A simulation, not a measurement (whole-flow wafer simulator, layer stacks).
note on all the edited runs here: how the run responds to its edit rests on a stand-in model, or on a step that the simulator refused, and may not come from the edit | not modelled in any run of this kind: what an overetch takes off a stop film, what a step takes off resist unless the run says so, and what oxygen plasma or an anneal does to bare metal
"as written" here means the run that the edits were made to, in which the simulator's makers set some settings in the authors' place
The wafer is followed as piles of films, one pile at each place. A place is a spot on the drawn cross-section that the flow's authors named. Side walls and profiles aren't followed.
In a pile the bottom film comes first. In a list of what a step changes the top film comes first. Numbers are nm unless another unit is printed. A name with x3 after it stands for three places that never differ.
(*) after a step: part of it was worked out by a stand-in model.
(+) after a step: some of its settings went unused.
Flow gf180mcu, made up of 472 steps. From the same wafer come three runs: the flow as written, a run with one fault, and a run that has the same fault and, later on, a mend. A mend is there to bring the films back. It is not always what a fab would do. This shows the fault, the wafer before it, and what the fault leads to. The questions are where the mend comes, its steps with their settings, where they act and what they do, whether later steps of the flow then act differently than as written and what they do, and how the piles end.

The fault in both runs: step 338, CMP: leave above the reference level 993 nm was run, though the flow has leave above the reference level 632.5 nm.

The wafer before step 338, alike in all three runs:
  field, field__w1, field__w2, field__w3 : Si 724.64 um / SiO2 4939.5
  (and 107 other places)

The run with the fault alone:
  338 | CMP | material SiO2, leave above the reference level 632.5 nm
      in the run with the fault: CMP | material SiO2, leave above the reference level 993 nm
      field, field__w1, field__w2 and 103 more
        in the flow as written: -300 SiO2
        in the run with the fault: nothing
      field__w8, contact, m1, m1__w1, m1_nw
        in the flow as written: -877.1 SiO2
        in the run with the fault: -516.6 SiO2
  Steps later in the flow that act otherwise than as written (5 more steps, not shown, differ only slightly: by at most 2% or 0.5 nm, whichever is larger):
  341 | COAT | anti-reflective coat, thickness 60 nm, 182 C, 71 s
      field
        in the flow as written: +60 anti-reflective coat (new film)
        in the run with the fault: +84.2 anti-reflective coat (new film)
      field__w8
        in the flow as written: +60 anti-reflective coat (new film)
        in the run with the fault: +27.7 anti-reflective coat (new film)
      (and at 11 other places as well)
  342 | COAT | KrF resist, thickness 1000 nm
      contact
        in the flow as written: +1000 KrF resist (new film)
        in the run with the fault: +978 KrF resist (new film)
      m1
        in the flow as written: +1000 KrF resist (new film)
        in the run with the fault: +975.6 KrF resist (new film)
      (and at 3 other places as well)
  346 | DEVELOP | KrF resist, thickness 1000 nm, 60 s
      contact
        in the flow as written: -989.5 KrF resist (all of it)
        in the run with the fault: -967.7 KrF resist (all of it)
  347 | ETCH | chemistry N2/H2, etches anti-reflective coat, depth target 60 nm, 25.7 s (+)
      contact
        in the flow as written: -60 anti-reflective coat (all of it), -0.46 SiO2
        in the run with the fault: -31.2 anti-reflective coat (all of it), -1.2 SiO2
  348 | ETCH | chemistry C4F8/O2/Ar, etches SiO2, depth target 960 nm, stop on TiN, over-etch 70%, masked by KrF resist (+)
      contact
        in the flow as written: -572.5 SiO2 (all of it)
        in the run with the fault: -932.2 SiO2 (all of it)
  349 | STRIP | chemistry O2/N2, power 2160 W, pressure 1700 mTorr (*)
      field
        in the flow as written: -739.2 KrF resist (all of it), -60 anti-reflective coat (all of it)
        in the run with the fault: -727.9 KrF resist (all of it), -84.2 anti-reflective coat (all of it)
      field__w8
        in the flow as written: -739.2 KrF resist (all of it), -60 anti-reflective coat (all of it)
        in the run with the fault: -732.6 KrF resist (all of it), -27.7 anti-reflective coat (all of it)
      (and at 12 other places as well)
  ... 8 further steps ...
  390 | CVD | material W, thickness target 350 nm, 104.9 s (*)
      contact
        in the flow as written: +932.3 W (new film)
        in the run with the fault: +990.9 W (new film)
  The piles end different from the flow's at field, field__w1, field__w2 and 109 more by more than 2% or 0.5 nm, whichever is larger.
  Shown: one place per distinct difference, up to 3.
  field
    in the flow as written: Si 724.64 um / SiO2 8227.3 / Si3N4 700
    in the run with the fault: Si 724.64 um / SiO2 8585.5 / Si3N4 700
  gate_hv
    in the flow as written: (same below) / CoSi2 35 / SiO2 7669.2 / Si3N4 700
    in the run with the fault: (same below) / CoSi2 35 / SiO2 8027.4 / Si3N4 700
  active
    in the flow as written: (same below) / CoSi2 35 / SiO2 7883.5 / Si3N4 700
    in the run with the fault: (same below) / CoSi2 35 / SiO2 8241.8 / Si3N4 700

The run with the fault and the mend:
  The mend follows step 346.
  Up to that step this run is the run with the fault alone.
  346a | STRIP | chemistry O2/N2, power 2160 W, pressure 1700 mTorr (*)
      iso_ptap_pw, iso_ntap_nw, iso_nw_fld and 33 more
        -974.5 KrF resist (all of it), -60 anti-reflective coat (all of it)
      field_sub, field_sub__w1, field_sub__w2 and 11 more
        -975 KrF resist (all of it), -60.2 anti-reflective coat (all of it)
      field__w2, field__w3, field__w6 and 10 more
        -975.2 KrF resist (all of it), -60.2 anti-reflective coat (all of it)
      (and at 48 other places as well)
  346b | CMP | material SiO2, leave above the reference level 632.5 nm (a further turn of the flow's step 338)
      field, field__w1, field__w2 and 103 more
        -300 SiO2
      field__w8, contact, m1, m1__w1, m1_nw
        -360.5 SiO2
  346c | HMDS | 120 C, 60 s (a further turn of the flow's step 340)
      does not change any film at any place that is followed
  346d | COAT | anti-reflective coat, thickness 60 nm, 182 C, 71 s (a further turn of the flow's step 341)
      field, field__w1, field__w2 and 108 more
        +60 anti-reflective coat (new film)
  346e | COAT | KrF resist, thickness 1000 nm (a further turn of the flow's step 342)
      field, field__w1, field__w2 and 108 more
        +1000 KrF resist (new film)
  346f | SOFTBAKE | KrF resist (a further turn of the flow's step 343)
      does not change any film at any place that is followed
  346g | EXPOSE | photomask Via3 (a further turn of the flow's step 344)
      does not change any film at any place that is followed
  346h | PEB | KrF resist, 135 C, 90 s (a further turn of the flow's step 345)
      field, field__w1, field__w2 and 108 more
        -10.5 KrF resist
  346i | DEVELOP | KrF resist, thickness 1000 nm, 60 s (a further turn of the flow's step 346)
      field, field__w1, field__w2 and 107 more
        -14.9 KrF resist
      contact
        -989.5 KrF resist (all of it)
  Later steps of the flow that are run all act as written at every place that is followed.
  The piles end the same as the flow's at every place that both follow.
